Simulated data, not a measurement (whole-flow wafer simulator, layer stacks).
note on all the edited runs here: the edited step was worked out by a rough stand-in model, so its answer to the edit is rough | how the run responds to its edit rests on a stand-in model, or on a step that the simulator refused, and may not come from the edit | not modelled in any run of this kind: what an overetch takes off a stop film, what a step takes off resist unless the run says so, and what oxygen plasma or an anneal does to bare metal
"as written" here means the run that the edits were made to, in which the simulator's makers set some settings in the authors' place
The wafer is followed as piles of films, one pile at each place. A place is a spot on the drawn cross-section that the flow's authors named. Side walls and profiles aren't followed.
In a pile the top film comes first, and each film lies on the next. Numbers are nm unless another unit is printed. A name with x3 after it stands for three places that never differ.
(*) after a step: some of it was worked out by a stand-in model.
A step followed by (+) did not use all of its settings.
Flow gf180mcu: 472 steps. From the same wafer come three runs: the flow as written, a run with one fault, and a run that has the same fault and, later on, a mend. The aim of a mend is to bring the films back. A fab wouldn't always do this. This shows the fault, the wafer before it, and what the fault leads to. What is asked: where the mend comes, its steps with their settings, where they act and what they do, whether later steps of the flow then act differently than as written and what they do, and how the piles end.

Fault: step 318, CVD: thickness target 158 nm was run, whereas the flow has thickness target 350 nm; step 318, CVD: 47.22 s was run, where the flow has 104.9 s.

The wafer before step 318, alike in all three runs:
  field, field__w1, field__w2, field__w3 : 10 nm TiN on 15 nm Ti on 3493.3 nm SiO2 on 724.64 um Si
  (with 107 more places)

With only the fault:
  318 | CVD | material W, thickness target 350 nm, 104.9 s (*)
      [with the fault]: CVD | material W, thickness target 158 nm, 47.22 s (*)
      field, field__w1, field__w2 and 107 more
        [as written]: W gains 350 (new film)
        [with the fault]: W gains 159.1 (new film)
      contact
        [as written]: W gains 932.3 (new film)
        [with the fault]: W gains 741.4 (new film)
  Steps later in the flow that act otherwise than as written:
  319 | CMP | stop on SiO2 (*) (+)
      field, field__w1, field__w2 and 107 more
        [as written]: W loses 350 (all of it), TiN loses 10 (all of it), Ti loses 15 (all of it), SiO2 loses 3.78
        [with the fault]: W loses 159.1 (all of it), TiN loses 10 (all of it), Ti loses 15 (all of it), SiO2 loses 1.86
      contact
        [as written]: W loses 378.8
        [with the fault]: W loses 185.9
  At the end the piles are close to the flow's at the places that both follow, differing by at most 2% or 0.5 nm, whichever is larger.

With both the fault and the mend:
  After step 318 comes the mend.
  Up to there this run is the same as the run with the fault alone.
  318a | CVD | material W, thickness target 192 nm, 57.57 s (the flow's step 318, run once more with other settings)
      field, field__w1, field__w2 and 108 more
        W gains 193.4
  None of the later steps of the flow differs from how it acts as written, at any place that is followed, by more than 2% or 0.5 nm, whichever is larger.
  At the end the piles are close to the flow's at the places that both follow, differing by at most 2% or 0.5 nm, whichever is larger.
